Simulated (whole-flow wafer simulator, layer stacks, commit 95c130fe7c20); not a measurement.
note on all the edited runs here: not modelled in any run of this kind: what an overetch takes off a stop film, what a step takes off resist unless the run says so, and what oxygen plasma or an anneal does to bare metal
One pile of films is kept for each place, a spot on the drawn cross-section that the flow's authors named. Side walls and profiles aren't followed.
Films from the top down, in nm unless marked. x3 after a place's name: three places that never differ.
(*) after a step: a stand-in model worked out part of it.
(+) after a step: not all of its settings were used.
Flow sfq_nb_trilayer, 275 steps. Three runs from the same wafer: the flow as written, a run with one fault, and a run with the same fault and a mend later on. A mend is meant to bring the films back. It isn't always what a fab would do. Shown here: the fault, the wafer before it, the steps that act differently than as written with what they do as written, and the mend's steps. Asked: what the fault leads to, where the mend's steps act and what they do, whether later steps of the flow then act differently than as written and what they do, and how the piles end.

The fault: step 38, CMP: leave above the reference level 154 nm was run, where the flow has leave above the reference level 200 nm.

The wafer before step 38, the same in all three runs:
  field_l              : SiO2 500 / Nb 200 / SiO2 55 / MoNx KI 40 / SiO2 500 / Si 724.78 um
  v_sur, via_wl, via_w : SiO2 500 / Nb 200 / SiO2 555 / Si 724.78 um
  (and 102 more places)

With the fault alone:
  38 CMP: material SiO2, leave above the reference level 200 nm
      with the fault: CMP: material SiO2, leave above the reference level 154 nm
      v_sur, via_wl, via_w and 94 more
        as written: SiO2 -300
        with the fault: SiO2 -346
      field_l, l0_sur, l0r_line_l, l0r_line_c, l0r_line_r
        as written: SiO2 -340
        with the fault: SiO2 -386
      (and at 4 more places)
  Later steps of the flow that act differently than as written (4 more steps differ only slightly, by at most 2% or 0.5 nm, whichever is larger, and aren't shown):
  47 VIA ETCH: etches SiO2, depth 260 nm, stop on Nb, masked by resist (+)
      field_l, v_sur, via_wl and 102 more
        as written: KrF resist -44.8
        with the fault: KrF resist -39.8
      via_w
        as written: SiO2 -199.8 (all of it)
        with the fault: SiO2 -153.8 (all of it)
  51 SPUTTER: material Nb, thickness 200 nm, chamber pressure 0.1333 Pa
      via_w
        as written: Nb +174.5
        with the fault: Nb +183.9
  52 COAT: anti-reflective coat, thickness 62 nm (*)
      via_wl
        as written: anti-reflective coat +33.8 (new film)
        with the fault: anti-reflective coat +35.6 (new film)
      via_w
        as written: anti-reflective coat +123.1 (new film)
        with the fault: anti-reflective coat +112 (new film)
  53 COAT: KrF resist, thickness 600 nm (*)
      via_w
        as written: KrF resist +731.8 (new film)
        with the fault: KrF resist +694.6 (new film)
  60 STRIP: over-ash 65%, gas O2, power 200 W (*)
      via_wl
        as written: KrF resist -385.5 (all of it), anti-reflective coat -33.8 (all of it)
        with the fault: KrF resist -389.2 (all of it), anti-reflective coat -35.6 (all of it)
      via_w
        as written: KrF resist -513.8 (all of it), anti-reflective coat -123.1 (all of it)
        with the fault: KrF resist -476.7 (all of it), anti-reflective coat -112 (all of it)
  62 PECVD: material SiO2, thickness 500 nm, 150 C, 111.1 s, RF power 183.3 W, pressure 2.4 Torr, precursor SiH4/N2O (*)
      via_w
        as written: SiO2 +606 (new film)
        with the fault: SiO2 +526.1 (new film)
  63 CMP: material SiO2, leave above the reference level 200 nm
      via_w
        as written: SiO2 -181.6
        with the fault: SiO2 -157.1
  At the end the piles differ from the flow's by more than 2% or 0.5 nm, whichever is larger, at v_sur, via_wl, via_w and 79 more.
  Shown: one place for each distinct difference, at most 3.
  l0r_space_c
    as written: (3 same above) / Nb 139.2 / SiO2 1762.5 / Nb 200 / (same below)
    with the fault: (3 same above) / Nb 139.2 / SiO2 1716.5 / Nb 200 / (same below)
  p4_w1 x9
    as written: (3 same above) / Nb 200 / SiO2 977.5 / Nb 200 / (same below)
    with the fault: (3 same above) / Nb 200 / SiO2 931.5 / Nb 200 / (same below)
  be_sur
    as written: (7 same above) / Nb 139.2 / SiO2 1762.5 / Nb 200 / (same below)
    with the fault: (7 same above) / Nb 139.2 / SiO2 1716.5 / Nb 200 / (same below)

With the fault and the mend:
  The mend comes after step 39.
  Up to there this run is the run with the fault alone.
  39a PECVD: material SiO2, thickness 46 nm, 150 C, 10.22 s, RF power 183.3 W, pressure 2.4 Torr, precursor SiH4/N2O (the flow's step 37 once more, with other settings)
      field_l, v_sur, via_wl and 103 more
        SiO2 +46
  No later step of the flow acts differently than as written at any place that is followed.
  At the end the piles are the same as the flow's at every place that both follow.
